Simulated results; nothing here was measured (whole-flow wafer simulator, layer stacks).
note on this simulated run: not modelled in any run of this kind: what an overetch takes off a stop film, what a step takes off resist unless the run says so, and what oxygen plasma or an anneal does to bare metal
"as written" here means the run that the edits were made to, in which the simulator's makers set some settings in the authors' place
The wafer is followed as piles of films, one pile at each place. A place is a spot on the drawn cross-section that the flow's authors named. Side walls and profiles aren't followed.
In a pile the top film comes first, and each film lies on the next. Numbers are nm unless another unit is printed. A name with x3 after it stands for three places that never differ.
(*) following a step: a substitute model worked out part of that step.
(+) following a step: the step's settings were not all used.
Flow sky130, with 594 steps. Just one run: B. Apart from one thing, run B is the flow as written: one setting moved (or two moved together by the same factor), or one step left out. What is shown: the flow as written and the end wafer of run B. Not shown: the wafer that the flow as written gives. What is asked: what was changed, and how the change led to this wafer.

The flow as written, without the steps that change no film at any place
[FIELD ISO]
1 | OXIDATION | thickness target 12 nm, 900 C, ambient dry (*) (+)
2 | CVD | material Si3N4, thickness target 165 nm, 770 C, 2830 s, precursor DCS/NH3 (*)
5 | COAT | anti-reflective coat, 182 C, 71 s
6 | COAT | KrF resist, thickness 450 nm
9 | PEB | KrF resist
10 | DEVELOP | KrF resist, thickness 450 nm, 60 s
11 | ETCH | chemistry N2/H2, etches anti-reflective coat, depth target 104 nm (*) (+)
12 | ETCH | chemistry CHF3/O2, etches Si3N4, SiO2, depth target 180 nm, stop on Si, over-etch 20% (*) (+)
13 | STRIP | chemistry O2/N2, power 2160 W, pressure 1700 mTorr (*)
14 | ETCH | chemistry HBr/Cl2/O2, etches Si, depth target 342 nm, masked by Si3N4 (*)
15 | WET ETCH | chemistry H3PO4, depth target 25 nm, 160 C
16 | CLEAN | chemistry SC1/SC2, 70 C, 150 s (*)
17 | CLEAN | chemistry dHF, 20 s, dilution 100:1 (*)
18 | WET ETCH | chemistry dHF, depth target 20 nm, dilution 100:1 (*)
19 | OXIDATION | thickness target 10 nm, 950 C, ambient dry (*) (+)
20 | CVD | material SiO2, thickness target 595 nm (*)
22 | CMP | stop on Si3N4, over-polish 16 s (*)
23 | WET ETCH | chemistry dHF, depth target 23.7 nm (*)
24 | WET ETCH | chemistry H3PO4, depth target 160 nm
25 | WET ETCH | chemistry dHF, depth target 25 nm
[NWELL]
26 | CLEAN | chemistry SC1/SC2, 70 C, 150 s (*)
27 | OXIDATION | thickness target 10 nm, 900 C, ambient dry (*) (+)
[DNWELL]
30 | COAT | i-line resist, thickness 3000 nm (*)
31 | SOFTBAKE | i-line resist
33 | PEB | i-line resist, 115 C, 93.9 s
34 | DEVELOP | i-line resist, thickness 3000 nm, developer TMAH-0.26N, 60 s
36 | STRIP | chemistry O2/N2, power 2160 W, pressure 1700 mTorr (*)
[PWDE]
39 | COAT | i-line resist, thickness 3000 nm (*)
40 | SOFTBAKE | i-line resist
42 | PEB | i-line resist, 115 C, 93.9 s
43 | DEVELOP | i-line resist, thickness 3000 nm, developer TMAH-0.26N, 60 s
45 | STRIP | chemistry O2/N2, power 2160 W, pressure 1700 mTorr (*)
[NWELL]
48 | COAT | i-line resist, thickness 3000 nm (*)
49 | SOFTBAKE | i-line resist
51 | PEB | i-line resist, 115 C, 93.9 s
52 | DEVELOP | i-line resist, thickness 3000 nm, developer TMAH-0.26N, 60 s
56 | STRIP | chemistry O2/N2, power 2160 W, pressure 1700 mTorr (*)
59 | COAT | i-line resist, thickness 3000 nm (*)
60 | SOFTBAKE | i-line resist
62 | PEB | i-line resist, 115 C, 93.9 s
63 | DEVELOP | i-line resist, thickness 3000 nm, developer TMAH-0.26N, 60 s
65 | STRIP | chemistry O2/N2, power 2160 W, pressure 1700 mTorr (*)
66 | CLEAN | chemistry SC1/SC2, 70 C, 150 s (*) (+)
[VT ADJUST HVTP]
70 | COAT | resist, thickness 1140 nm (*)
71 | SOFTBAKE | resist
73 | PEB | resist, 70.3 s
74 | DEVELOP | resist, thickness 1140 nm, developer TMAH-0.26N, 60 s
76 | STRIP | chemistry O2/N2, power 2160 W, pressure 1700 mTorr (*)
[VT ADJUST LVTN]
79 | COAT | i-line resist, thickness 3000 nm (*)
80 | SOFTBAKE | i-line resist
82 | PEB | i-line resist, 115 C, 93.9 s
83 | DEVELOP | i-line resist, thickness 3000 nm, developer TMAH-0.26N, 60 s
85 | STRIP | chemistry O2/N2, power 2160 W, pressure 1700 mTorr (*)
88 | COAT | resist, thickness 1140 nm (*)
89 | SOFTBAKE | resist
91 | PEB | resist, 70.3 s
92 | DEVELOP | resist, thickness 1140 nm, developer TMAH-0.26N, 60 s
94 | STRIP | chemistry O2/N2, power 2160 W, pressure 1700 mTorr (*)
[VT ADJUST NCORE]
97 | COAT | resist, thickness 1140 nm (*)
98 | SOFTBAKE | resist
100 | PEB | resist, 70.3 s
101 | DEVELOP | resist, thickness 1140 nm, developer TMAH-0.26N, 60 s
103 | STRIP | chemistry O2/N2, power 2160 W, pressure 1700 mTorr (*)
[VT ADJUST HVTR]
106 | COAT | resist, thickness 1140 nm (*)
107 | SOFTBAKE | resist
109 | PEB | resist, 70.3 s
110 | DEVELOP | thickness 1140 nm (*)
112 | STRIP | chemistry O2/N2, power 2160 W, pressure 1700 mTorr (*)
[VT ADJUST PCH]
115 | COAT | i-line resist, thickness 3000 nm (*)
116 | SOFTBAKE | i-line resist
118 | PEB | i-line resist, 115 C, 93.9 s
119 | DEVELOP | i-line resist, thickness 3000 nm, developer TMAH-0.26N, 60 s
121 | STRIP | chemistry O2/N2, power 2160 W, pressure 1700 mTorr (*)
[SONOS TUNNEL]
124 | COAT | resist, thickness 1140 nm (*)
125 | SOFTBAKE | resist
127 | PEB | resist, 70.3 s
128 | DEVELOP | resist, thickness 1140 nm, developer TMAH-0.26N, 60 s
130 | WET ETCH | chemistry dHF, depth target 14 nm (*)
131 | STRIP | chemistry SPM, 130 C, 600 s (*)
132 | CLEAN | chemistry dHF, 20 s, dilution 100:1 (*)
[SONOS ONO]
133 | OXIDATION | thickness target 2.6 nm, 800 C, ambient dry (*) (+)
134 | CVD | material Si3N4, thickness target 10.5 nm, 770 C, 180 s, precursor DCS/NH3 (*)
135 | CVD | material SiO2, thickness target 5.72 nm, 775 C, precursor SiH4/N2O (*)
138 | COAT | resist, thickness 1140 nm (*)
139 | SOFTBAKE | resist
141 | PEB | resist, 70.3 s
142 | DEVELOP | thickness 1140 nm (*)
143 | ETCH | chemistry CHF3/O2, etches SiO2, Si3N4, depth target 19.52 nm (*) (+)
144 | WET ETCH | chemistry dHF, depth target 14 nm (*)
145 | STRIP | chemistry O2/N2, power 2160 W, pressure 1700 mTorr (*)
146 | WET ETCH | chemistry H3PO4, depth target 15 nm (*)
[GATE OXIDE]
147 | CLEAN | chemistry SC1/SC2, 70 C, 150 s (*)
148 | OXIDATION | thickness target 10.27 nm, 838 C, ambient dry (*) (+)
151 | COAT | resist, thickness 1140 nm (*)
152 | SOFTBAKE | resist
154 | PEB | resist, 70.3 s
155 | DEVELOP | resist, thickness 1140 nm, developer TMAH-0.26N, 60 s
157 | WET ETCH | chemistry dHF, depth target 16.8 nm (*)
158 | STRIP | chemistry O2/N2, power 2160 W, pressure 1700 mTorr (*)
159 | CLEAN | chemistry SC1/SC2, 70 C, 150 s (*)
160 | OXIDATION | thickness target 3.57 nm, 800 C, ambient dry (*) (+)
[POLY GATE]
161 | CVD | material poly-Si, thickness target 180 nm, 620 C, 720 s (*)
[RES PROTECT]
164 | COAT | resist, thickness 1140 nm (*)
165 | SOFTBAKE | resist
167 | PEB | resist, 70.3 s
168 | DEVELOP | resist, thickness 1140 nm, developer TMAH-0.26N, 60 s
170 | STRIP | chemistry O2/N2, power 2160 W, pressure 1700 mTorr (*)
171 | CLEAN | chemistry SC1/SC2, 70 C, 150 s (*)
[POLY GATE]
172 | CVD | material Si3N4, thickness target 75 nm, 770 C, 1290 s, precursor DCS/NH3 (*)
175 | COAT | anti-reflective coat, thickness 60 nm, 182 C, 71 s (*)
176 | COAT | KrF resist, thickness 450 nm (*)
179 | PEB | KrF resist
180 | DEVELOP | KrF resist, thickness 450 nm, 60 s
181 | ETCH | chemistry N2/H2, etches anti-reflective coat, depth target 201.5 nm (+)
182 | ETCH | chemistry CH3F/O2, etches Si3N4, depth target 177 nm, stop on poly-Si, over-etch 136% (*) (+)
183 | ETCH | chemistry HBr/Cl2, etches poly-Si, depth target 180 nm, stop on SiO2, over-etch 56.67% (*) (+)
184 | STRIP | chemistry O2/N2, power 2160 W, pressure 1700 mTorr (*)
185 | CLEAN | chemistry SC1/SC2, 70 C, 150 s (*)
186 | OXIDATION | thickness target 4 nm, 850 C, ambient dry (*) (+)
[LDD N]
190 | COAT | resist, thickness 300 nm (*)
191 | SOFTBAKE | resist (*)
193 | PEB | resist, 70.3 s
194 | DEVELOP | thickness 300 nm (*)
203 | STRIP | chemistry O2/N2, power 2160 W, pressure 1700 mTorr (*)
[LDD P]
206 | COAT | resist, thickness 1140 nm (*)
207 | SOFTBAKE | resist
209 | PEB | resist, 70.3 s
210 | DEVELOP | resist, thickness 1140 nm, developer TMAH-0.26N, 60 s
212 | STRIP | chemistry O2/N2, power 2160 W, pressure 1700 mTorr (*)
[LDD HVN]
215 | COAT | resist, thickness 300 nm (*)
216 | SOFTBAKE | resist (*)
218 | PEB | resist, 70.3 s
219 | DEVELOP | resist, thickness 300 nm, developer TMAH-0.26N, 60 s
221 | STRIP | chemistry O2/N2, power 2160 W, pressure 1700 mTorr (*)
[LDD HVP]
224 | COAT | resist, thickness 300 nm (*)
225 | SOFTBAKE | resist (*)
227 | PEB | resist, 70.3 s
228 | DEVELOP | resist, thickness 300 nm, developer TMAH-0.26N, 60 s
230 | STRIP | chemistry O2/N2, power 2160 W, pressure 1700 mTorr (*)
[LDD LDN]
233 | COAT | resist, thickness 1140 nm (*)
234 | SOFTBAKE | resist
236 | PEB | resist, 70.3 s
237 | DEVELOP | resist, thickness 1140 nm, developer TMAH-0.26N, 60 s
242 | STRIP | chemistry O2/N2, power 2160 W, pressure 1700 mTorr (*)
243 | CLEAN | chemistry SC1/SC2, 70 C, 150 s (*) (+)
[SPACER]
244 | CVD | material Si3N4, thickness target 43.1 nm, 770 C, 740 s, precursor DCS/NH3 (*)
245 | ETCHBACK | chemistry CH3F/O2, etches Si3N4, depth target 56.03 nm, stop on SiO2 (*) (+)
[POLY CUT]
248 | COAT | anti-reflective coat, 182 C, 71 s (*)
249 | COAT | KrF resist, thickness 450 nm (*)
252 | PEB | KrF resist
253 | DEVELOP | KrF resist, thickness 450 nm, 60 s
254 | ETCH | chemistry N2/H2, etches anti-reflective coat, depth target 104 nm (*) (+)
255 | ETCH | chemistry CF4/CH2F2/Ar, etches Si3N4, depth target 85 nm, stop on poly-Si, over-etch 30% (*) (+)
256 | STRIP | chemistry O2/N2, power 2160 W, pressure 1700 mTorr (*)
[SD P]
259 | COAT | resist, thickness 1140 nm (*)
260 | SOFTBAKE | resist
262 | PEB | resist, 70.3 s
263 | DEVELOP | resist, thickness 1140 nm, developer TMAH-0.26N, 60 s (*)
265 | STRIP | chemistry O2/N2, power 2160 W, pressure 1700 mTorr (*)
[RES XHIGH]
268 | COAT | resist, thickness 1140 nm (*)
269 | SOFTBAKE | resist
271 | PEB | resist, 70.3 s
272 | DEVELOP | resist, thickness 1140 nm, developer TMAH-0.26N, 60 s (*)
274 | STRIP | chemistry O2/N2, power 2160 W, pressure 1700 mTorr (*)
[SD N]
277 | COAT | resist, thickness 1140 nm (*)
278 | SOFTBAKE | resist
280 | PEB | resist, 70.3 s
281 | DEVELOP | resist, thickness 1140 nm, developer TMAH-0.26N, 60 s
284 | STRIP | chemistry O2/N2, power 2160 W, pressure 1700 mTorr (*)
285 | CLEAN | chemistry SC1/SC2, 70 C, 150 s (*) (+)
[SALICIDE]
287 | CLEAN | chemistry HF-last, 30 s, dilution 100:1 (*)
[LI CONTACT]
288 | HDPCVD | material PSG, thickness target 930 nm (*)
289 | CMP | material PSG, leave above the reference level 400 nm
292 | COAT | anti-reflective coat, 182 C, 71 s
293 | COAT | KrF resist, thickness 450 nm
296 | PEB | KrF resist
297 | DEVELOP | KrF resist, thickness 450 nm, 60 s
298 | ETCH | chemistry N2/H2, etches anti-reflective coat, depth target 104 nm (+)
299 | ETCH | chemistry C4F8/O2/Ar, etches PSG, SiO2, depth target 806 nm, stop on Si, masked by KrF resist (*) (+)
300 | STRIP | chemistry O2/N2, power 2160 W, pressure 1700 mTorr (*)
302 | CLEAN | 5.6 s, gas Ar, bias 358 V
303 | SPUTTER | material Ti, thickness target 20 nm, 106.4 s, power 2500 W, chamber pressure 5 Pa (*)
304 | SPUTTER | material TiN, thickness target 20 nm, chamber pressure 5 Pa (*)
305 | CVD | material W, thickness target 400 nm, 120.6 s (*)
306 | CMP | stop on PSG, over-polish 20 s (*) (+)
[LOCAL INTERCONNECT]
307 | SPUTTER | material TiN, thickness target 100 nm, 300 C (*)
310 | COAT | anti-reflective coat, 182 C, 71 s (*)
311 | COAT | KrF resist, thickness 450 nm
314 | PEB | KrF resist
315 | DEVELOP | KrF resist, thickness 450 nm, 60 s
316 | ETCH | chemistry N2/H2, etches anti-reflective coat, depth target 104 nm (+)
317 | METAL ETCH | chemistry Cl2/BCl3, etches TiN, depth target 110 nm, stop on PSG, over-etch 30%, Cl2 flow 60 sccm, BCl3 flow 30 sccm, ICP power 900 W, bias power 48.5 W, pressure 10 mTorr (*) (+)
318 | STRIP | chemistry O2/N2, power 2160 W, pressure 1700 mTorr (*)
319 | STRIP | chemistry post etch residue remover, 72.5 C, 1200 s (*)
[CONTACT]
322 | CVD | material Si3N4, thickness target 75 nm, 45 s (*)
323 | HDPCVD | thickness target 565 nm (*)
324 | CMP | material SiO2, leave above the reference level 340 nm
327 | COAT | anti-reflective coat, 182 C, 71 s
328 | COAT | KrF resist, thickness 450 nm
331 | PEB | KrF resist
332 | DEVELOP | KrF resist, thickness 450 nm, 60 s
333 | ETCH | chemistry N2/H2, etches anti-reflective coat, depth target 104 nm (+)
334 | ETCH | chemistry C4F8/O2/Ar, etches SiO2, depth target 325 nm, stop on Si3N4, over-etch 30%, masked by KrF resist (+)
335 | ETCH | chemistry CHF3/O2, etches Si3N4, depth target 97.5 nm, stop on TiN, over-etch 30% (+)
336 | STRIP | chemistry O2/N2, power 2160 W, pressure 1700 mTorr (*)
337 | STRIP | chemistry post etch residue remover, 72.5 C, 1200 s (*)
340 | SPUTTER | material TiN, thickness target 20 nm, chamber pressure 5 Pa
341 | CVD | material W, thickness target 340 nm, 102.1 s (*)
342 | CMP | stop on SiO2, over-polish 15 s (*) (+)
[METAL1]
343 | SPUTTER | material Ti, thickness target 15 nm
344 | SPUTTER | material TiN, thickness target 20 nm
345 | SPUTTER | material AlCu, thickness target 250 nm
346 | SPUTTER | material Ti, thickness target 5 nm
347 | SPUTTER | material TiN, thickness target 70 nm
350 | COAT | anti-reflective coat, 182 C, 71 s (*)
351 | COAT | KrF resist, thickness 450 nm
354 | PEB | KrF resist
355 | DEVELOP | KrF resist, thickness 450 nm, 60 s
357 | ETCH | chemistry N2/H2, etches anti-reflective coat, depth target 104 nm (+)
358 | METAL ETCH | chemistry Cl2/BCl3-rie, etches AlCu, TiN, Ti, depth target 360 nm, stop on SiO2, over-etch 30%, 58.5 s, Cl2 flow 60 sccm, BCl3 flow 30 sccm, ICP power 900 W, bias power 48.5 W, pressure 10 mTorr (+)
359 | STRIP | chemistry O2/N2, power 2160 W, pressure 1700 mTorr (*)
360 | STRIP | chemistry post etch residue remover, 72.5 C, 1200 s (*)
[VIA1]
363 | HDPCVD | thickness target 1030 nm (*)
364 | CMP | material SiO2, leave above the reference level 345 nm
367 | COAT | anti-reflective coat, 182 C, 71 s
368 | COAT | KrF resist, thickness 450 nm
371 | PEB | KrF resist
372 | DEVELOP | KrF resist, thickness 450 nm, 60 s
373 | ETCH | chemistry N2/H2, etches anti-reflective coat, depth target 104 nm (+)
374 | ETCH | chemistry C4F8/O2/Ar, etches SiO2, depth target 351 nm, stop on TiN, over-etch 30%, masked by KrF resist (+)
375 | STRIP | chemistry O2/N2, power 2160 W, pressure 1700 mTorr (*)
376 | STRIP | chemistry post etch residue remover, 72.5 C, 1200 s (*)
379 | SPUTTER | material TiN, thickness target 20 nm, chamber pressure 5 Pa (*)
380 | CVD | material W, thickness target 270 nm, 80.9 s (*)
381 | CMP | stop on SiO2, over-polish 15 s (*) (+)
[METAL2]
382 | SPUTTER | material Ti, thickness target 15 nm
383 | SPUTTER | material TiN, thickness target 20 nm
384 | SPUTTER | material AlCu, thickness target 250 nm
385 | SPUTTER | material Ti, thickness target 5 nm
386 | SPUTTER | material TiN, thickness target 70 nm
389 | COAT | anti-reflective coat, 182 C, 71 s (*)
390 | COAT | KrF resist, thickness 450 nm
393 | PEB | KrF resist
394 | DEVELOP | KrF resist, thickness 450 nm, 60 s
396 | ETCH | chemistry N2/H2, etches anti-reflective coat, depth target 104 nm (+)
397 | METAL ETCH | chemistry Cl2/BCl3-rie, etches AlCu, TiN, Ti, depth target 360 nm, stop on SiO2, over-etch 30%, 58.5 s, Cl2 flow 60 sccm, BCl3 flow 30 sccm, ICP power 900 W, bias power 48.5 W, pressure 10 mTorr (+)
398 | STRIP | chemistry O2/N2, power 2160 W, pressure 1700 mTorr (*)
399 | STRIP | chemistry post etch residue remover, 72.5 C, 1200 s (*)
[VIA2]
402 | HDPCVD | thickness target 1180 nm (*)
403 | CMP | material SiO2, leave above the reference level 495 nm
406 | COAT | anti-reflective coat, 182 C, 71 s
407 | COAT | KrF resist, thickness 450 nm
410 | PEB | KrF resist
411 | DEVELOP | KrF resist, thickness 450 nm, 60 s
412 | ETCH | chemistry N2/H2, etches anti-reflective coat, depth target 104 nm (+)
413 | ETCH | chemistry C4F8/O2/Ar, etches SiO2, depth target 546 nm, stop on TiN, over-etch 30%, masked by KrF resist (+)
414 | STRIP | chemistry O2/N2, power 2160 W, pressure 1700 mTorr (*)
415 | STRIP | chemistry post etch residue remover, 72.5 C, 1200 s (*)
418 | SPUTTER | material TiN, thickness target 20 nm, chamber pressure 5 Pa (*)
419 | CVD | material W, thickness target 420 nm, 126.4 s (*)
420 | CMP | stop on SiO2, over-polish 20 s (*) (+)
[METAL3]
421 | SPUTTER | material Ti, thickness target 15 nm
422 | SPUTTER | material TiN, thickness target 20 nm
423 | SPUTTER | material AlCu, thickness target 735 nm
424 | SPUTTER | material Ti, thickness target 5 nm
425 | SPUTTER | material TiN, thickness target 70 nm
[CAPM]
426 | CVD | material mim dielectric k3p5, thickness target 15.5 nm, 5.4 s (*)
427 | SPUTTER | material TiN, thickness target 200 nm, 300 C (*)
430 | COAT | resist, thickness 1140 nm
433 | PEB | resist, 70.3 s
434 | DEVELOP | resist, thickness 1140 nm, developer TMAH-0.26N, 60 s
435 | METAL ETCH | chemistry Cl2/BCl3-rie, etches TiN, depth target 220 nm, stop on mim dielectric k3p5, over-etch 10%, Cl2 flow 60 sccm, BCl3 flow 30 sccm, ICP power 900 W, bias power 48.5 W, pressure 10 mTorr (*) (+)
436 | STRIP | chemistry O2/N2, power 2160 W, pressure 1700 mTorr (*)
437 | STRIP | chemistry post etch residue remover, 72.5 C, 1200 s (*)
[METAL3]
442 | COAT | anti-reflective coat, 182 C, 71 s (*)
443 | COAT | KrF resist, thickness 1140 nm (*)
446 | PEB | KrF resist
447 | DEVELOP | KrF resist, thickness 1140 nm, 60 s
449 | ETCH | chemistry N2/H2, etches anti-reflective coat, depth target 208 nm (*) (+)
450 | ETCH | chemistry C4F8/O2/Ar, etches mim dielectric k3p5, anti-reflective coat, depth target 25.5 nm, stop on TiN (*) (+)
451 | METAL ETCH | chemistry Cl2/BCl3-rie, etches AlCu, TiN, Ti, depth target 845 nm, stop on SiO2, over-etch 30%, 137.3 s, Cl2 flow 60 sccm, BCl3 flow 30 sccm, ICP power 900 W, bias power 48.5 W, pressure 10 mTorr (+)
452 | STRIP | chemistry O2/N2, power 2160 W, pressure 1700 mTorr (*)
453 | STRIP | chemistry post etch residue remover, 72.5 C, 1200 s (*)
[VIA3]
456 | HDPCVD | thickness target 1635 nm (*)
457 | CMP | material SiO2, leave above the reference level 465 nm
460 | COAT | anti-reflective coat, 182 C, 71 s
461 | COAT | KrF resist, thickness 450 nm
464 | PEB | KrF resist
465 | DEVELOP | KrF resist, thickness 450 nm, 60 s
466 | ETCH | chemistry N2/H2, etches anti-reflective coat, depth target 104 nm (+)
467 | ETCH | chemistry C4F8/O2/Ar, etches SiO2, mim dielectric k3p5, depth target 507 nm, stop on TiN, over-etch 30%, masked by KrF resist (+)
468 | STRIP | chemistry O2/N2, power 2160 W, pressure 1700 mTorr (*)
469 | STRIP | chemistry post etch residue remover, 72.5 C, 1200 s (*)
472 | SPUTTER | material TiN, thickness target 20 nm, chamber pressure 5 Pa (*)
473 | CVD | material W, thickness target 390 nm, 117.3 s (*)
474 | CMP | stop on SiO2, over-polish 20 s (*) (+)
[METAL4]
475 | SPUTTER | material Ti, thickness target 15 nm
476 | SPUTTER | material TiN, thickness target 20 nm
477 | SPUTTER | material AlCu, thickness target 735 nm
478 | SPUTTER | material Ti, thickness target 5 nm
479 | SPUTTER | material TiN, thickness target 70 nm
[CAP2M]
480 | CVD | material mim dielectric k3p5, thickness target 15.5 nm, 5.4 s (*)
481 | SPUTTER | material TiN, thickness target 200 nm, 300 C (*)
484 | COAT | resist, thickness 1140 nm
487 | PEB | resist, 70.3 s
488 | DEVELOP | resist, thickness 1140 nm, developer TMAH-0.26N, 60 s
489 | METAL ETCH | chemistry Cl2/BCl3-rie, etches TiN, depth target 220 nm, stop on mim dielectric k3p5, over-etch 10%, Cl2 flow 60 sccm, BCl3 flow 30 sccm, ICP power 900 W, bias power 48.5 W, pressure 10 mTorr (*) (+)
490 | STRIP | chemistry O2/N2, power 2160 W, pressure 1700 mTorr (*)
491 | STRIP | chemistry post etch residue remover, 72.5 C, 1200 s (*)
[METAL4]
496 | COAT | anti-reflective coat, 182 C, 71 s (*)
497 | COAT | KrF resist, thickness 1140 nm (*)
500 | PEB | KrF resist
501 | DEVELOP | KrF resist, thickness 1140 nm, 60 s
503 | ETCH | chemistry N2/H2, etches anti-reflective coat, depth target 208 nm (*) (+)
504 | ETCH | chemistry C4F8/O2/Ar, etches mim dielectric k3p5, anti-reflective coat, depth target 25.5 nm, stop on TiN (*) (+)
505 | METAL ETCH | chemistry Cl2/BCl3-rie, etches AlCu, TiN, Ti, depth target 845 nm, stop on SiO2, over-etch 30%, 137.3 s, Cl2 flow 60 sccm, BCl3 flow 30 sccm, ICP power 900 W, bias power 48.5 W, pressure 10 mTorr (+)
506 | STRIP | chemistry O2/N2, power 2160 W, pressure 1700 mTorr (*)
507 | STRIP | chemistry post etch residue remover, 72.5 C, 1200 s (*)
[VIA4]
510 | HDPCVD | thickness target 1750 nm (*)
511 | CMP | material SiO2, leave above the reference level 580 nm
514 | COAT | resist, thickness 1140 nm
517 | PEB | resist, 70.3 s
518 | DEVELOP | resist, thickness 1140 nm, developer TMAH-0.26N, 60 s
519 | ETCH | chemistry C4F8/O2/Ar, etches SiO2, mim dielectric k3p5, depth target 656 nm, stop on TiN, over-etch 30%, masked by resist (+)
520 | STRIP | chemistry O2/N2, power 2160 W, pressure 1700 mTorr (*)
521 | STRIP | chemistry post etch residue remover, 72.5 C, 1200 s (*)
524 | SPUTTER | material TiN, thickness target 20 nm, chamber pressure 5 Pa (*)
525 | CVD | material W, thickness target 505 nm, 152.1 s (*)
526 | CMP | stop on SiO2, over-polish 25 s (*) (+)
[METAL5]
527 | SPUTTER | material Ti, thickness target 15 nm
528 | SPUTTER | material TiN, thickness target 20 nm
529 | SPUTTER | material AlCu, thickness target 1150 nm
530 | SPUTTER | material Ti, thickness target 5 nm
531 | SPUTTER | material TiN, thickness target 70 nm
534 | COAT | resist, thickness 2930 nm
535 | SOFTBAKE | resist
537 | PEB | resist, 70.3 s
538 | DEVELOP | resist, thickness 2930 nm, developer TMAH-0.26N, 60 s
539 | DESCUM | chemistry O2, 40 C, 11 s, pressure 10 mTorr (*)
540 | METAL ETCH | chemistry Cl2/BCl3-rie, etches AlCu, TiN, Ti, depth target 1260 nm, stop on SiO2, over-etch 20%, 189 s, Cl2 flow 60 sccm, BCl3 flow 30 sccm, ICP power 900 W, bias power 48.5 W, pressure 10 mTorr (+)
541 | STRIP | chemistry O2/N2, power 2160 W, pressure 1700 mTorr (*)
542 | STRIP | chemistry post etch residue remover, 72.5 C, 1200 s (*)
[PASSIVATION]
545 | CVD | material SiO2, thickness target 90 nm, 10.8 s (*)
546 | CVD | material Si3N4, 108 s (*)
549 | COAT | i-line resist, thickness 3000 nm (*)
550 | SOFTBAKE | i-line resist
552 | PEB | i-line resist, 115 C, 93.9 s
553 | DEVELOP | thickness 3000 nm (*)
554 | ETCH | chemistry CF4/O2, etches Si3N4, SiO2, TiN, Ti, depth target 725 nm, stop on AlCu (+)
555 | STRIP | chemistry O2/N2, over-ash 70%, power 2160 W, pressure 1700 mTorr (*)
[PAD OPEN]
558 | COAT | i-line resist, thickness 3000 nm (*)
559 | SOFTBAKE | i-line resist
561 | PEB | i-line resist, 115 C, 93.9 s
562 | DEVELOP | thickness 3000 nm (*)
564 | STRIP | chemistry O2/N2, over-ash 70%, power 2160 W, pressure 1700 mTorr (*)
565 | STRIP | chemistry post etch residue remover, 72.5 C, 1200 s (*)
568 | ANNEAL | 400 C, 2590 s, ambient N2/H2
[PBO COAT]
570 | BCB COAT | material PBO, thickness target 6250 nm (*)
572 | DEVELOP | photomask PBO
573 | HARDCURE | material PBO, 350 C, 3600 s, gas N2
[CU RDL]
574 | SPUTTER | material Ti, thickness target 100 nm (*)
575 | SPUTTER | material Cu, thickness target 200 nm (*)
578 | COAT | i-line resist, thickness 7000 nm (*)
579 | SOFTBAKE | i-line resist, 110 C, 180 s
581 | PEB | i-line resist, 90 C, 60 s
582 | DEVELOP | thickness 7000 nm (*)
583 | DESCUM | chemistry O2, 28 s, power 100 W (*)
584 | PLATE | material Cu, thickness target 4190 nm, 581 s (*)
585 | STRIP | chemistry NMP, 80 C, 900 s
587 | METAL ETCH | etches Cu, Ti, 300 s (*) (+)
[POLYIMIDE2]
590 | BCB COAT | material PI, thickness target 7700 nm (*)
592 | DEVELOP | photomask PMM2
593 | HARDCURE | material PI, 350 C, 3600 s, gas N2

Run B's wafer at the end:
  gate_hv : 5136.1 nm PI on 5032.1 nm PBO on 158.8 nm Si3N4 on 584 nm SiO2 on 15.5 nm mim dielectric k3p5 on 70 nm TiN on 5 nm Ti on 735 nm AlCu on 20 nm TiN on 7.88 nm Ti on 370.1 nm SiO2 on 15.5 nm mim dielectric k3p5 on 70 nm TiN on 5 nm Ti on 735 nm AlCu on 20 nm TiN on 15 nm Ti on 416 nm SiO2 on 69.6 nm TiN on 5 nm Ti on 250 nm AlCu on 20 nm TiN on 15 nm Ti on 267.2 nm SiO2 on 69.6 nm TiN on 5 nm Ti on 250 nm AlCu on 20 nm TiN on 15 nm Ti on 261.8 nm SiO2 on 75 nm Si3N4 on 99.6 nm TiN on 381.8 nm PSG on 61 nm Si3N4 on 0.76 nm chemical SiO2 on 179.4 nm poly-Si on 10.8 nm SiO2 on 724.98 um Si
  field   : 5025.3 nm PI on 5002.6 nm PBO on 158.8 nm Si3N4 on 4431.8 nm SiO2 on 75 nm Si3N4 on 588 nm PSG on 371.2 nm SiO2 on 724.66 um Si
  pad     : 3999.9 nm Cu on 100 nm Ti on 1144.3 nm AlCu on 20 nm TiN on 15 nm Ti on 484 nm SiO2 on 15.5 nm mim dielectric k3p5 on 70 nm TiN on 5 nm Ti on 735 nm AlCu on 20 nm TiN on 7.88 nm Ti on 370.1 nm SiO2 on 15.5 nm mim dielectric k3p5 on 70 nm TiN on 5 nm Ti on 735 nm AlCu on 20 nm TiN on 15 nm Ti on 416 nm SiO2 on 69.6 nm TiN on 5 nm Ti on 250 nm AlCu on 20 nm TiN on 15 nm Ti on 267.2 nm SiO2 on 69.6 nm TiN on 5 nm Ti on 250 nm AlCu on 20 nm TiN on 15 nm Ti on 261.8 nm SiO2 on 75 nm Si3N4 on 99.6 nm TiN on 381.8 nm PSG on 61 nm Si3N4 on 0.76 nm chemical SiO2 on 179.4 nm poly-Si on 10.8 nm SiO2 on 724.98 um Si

What caused this: step 475, SPUTTER: thickness target 7.88 nm was run, though the flow has thickness target 15 nm.
The wafer lets one read it off: gate_hv has Ti 7.88, and step 475 as written asks for 15 nm.

The path from the change to this, step by step:
  475 | SPUTTER | material Ti, thickness target 15 nm
      field, active, n_well and 189 more: +7.88 Ti (new film) (in the flow as written it would be: +15 Ti (new film))
  505 | METAL ETCH | chemistry Cl2/BCl3-rie, etches AlCu, TiN, Ti, depth target 845 nm, stop on SiO2, over-etch 30%, 137.3 s, Cl2 flow 60 sccm, BCl3 flow 30 sccm, ICP power 900 W, bias power 48.5 W, pressure 10 mTorr (+)
      field, gate, spacer and 68 more: -70 TiN (all of it), -5 Ti (all of it), -735 AlCu (all of it), -20 TiN (all of it), -7.88 Ti (all of it), -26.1 SiO2 (in the flow as written it would be: -70 TiN (all of it), -5 Ti (all of it), -735 AlCu (all of it), -20 TiN (all of it), -15 Ti (all of it), -25.4 SiO2)
      active, vpp_iso1, mim_edge_plate and 14 more: -70 TiN (all of it), -5 Ti (all of it), -735 AlCu (all of it), -20 TiN (all of it), -7.88 Ti (all of it), -26.1 SiO2 (in the flow as written it would be: -70 TiN (all of it), -5 Ti (all of it), -735 AlCu (all of it), -20 TiN (all of it), -15 Ti (all of it), -25.3 SiO2)
